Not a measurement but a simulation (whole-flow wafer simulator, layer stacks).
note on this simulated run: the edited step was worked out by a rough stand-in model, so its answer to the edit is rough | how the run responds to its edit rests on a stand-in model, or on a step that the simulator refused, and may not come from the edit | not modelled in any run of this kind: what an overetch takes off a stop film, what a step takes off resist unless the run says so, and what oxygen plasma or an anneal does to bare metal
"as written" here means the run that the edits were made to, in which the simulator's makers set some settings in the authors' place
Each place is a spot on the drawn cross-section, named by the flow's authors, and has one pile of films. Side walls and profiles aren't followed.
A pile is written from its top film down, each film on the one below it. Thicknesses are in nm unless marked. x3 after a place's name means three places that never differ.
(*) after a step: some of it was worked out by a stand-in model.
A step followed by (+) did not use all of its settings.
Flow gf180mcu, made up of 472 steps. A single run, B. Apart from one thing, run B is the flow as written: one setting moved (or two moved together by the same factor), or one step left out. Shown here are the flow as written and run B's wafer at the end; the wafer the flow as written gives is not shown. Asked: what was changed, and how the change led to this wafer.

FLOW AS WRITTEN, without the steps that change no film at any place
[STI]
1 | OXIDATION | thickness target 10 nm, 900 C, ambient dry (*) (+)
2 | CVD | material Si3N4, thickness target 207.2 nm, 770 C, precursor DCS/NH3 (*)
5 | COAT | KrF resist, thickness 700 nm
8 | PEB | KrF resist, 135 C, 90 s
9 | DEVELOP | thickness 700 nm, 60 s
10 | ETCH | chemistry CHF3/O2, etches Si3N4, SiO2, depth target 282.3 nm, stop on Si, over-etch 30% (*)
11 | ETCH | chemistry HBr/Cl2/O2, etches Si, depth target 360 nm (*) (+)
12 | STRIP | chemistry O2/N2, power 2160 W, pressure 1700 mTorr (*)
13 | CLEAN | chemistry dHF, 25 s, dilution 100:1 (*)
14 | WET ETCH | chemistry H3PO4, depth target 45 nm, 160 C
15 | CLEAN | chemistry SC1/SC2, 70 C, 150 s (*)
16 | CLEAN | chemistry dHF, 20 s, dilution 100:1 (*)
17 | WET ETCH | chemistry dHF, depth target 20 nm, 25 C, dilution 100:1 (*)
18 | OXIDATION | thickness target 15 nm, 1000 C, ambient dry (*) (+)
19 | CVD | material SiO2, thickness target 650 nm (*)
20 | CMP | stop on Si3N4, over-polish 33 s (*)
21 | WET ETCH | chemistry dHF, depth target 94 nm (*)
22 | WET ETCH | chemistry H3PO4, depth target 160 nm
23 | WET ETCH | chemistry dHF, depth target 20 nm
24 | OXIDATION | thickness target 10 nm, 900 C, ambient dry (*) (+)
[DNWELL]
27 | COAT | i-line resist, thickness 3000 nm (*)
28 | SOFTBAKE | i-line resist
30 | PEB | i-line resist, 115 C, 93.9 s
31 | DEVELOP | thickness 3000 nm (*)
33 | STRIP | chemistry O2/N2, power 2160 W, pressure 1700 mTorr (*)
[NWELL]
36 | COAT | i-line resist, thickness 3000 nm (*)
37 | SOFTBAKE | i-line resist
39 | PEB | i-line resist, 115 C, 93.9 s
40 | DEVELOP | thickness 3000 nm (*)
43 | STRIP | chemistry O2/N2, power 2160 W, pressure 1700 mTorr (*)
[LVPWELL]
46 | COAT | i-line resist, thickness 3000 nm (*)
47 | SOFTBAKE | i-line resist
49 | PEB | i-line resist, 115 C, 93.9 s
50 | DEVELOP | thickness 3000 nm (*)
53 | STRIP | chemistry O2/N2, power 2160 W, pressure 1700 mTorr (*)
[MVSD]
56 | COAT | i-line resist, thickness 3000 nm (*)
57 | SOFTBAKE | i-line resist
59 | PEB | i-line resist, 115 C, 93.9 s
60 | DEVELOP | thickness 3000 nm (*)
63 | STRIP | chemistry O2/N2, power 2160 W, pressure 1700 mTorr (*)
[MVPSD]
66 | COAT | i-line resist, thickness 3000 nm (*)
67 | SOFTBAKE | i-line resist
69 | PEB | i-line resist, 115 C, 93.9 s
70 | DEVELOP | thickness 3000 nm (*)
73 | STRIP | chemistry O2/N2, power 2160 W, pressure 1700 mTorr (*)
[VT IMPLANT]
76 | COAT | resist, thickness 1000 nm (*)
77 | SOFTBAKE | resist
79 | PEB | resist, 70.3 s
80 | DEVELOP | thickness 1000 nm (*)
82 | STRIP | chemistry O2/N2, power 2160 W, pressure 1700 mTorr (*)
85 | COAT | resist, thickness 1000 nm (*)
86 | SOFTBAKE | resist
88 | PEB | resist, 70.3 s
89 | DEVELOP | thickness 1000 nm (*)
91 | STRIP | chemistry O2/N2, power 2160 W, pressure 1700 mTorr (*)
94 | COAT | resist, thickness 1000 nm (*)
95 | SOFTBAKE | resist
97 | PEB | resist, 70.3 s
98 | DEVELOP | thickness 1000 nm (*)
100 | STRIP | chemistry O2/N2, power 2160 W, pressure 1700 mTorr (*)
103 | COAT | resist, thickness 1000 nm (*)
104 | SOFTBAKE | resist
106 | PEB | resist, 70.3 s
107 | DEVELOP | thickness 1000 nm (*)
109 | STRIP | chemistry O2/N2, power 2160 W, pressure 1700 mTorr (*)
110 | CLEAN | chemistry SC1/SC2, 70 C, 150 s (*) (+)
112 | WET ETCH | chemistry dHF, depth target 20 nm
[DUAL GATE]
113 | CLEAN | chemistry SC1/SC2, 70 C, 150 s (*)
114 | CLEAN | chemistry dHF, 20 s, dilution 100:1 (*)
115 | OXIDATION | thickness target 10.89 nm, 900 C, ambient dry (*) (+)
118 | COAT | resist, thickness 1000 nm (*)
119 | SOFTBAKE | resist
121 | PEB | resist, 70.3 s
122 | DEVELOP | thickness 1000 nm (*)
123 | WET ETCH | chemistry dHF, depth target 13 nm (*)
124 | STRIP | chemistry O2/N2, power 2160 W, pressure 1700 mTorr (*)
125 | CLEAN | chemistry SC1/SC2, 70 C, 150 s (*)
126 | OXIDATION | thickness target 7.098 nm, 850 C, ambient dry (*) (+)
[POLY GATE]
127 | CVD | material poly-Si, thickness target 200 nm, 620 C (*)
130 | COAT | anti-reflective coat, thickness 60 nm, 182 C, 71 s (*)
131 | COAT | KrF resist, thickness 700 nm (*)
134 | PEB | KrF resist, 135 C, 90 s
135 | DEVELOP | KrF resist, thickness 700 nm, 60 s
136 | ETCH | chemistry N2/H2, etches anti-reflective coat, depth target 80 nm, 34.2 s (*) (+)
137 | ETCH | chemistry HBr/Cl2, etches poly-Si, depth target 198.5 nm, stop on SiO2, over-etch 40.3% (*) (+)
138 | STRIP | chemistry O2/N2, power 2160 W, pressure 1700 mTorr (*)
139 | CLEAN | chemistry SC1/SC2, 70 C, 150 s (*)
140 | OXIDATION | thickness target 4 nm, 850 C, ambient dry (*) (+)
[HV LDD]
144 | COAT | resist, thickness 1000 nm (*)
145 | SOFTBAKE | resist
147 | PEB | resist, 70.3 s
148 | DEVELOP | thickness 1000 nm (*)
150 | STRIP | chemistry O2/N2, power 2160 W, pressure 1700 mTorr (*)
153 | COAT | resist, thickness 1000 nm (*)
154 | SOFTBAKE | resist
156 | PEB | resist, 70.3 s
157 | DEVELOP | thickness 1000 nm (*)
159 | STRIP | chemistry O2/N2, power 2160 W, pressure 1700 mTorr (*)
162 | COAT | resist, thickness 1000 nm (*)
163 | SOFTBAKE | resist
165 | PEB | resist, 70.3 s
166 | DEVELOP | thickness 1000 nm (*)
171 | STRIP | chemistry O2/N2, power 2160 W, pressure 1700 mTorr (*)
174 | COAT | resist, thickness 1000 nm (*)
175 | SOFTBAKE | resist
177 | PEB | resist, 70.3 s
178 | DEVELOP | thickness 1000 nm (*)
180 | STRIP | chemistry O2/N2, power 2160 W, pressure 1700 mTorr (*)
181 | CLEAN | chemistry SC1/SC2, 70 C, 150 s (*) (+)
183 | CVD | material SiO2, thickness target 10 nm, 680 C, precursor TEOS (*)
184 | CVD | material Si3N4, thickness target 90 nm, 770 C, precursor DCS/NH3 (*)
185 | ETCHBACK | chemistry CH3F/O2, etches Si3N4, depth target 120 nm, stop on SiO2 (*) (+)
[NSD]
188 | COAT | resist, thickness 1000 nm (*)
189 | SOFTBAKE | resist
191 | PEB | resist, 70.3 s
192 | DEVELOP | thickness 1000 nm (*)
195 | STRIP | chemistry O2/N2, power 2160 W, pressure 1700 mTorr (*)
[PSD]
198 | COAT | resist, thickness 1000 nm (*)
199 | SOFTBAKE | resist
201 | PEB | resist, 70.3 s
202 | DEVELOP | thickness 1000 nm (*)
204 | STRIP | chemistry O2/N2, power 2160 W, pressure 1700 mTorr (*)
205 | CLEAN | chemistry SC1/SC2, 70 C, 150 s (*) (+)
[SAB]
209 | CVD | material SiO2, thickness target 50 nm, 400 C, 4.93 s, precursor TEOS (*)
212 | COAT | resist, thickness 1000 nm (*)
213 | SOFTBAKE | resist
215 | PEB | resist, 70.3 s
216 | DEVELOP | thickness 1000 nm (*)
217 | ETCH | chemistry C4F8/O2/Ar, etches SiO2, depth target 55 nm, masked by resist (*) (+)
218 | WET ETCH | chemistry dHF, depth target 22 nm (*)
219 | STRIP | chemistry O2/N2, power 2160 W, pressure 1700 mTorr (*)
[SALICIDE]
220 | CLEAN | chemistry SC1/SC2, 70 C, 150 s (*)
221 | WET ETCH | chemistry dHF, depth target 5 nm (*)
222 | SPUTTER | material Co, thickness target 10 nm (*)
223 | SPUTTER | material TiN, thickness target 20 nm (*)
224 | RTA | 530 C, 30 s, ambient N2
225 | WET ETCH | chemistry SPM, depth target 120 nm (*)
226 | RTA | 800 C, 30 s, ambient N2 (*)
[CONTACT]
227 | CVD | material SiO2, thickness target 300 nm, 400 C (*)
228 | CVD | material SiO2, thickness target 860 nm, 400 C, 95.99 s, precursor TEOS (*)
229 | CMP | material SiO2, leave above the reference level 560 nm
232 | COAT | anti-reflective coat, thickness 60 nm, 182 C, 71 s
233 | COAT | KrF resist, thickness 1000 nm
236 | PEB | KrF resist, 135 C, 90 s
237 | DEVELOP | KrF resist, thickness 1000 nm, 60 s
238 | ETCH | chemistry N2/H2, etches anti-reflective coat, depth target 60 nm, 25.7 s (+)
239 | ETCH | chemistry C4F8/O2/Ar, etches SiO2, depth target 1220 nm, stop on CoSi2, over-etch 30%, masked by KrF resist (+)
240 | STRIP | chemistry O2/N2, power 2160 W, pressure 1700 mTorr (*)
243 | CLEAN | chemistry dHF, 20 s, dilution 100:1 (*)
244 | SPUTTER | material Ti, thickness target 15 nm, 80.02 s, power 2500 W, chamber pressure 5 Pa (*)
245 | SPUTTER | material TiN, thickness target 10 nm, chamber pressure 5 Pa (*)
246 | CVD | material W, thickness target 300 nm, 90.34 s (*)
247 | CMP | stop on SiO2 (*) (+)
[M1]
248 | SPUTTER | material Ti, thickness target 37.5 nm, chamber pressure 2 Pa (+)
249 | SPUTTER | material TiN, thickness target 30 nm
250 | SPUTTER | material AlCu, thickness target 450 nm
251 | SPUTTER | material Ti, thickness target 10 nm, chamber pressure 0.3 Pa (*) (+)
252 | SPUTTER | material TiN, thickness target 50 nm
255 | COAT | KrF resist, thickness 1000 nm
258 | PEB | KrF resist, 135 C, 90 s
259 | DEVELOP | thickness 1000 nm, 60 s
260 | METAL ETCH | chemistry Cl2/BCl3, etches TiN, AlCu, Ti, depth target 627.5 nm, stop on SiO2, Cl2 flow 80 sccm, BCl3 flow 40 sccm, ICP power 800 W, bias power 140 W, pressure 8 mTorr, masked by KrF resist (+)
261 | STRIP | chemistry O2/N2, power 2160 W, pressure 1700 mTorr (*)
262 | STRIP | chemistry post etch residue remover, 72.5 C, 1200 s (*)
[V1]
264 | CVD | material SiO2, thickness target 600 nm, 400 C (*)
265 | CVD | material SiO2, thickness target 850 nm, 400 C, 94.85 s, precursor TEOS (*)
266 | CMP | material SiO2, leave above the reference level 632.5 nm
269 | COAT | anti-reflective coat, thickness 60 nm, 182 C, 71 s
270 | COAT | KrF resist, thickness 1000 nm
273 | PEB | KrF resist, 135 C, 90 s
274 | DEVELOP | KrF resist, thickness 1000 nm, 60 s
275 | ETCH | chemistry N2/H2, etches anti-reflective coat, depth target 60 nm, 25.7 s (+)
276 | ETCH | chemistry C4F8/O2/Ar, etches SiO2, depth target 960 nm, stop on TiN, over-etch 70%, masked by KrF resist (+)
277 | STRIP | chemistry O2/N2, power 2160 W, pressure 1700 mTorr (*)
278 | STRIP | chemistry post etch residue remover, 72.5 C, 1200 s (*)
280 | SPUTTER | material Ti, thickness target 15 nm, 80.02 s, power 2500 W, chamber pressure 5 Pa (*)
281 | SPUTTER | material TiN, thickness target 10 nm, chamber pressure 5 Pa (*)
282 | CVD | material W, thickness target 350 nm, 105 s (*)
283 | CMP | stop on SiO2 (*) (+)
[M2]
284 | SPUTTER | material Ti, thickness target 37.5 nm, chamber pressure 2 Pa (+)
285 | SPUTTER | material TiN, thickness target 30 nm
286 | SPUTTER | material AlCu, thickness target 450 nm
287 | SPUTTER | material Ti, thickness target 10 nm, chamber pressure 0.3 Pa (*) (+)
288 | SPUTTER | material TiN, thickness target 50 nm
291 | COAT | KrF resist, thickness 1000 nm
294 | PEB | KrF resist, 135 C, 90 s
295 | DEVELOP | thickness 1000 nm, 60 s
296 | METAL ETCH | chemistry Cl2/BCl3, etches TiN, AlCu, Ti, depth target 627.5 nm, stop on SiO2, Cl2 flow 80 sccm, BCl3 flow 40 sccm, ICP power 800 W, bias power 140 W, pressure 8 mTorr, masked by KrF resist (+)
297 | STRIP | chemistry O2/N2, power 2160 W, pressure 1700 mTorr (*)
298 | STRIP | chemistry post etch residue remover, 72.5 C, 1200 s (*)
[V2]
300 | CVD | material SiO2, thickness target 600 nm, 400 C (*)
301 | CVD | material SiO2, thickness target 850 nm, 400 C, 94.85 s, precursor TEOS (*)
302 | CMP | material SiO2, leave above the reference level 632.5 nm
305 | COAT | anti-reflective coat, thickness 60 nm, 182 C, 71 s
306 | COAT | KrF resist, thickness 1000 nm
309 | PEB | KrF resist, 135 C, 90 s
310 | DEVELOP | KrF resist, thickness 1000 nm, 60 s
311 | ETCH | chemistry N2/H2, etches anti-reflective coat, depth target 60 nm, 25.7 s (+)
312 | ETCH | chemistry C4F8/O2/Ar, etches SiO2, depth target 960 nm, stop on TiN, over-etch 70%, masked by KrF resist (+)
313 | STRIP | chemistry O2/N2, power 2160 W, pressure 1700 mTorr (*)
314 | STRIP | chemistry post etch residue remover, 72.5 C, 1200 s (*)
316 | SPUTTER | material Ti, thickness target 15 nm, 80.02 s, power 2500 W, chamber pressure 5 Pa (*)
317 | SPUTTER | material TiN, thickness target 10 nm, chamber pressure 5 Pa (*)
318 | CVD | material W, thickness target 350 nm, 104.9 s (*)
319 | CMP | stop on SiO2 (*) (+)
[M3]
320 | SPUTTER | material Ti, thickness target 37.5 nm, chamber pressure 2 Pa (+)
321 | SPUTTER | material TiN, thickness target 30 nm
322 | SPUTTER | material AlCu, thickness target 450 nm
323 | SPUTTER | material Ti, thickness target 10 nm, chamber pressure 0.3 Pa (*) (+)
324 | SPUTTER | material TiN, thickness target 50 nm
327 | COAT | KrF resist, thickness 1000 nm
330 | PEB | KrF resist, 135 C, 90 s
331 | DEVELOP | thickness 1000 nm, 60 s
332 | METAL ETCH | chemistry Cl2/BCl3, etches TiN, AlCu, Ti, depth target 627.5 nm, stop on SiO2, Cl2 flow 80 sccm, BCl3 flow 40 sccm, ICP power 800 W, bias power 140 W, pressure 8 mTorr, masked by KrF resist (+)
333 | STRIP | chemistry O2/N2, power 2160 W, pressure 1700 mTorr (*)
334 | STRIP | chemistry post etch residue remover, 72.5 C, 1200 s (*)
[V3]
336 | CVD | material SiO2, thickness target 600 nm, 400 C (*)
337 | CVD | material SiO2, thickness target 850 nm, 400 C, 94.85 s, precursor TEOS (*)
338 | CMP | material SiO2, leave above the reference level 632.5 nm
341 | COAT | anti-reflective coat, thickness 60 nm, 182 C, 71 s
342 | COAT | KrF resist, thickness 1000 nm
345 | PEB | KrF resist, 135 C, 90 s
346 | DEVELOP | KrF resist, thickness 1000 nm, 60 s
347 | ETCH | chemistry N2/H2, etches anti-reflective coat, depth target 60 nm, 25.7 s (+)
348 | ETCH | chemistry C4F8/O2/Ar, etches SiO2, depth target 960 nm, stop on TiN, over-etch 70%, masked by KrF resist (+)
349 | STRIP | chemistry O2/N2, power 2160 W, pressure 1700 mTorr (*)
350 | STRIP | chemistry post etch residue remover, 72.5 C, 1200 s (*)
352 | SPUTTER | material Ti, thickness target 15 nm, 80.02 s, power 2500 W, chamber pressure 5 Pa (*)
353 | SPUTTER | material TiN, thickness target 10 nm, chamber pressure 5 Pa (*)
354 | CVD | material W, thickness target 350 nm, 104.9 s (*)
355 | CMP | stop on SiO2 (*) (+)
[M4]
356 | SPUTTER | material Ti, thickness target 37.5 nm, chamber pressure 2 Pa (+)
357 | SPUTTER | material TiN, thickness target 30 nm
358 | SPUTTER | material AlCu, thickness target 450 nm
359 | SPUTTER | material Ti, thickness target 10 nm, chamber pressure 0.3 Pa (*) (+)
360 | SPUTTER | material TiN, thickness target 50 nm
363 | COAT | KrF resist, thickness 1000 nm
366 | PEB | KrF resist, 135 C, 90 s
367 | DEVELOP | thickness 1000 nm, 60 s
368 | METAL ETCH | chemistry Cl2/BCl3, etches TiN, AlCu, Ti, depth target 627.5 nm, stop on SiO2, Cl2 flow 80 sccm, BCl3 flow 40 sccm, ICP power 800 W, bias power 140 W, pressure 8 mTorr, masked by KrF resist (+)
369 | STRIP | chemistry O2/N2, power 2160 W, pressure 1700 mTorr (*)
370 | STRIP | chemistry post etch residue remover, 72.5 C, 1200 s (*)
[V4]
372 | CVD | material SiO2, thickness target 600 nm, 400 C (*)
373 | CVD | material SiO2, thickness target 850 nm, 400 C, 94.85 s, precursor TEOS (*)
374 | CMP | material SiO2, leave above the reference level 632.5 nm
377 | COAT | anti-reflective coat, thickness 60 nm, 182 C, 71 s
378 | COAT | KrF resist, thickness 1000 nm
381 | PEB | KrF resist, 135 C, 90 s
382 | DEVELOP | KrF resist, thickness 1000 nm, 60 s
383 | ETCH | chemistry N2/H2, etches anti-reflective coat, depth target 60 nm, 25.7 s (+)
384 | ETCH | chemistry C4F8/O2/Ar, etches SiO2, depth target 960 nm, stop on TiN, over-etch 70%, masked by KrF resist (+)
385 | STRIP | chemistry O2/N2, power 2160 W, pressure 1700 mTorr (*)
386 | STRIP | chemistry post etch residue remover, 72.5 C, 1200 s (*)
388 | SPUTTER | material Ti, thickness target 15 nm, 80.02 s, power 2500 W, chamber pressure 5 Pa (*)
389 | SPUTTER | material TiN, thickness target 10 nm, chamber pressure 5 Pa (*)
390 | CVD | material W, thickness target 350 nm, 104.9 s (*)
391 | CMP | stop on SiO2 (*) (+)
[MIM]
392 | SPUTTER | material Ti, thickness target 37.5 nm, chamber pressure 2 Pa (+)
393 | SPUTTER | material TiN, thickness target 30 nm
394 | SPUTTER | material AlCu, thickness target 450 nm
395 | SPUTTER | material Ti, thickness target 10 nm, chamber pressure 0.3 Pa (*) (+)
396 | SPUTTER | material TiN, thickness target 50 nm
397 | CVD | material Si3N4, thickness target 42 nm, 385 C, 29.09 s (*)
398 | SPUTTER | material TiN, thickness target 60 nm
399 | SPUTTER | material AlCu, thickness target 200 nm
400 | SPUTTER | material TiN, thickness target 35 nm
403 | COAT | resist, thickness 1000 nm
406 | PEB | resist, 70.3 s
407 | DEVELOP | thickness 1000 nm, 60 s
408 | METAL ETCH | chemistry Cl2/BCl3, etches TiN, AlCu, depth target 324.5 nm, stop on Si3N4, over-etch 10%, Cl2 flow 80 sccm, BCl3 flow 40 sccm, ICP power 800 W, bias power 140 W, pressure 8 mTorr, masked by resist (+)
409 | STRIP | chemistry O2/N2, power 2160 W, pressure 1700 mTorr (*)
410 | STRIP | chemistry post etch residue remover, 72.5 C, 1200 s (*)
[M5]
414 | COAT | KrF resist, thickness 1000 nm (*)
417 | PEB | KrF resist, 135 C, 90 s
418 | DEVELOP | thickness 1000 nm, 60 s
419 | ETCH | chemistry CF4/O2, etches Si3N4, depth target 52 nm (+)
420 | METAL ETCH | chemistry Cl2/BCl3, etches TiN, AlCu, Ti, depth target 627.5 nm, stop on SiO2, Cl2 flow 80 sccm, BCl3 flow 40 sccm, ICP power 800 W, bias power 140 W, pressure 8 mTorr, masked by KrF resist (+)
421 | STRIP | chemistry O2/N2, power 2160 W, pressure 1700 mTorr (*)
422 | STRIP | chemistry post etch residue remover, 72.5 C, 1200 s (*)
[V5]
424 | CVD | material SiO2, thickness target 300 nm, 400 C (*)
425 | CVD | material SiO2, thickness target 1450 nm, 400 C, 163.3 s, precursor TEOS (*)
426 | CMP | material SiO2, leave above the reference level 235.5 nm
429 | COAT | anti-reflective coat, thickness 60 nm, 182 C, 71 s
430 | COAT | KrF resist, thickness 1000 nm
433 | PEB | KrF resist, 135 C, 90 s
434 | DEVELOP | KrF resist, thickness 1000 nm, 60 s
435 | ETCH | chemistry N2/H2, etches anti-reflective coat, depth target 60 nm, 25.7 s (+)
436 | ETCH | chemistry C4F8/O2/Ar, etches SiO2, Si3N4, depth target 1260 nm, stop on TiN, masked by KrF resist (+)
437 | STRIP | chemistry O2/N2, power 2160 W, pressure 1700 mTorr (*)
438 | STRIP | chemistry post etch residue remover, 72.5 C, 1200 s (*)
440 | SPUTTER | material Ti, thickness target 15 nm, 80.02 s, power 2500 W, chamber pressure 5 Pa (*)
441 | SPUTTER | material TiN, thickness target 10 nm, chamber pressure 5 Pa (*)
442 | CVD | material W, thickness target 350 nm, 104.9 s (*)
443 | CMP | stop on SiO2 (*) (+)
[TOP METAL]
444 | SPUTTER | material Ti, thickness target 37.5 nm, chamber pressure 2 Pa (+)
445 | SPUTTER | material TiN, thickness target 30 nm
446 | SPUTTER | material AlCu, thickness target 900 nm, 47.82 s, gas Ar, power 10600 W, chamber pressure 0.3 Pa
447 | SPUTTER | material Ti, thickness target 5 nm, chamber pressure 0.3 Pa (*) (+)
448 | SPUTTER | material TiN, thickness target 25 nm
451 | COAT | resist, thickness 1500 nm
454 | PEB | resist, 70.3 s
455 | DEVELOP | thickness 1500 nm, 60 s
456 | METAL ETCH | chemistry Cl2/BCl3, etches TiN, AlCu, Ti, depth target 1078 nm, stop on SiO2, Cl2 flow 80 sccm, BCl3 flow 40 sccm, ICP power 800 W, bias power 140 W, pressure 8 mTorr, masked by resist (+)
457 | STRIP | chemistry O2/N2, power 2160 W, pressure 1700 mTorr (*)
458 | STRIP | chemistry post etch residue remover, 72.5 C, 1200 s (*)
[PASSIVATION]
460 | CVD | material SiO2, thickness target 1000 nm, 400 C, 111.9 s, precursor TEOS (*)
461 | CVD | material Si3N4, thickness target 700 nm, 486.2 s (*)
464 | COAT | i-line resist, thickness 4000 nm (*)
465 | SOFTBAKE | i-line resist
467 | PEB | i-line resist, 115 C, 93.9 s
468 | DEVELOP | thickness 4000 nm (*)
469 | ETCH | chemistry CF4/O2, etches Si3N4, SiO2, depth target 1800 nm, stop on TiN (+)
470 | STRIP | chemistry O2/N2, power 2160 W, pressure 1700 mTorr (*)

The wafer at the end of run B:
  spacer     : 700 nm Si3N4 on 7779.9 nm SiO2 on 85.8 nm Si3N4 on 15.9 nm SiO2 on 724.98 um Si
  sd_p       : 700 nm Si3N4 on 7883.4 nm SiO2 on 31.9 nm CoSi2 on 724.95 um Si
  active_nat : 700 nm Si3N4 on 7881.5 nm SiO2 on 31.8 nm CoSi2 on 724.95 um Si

What caused this: step 183, CVD: thickness target 8.7 nm was run, though the flow has thickness target 10 nm.

Step by step, how the change led to this:
  183 | CVD | material SiO2, thickness target 10 nm, 680 C, precursor TEOS (*)
      field, field__w1, field__w2 and 99 more: SiO2 gains 8.7 (as written it would have been: SiO2 gains 10)
      ld_drift_p: SiO2 gains 8.59 (as written it would have been: SiO2 gains 9.87)
      (as well as at 1 more place)
  189 | SOFTBAKE | resist
      field: resist loses 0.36 (as written it would have been: resist gains 3.56)
      active_hv: resist loses 0.54 (as written it would have been: resist gains 2.68)
      (as well as at 1 more place)
  199 | SOFTBAKE | resist
      field: resist loses 0.36 (as written it would have been: resist gains 3.56)
      active_hv: resist loses 0.54 (as written it would have been: resist gains 2.68)
      (as well as at 1 more place)
  218 | WET ETCH | chemistry dHF, depth target 22 nm (*)
      gate, gate_hv, gate_p and 23 more: SiO2 loses 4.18 (all of it) (as written it would have been: SiO2 loses 5.48 (all of it))
      active, p_well, sd_n, iso_ptap_pw, iso_ntap_nw, iso_ptap_sub, vpnp_e: SiO2 loses 7.71 (all of it) (as written it would have been: SiO2 loses 9.01 (all of it))
      (as well as at 16 more places)
  226 | RTA | 800 C, 30 s, ambient N2 (*)
      ld_sd_p: CoSi2 gains 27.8 (new film), CoSi loses 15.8 (all of it), Si loses 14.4 (as written it would have been: CoSi2 gains 28.4 (new film), CoSi loses 16.1 (all of it), Si loses 14.7)
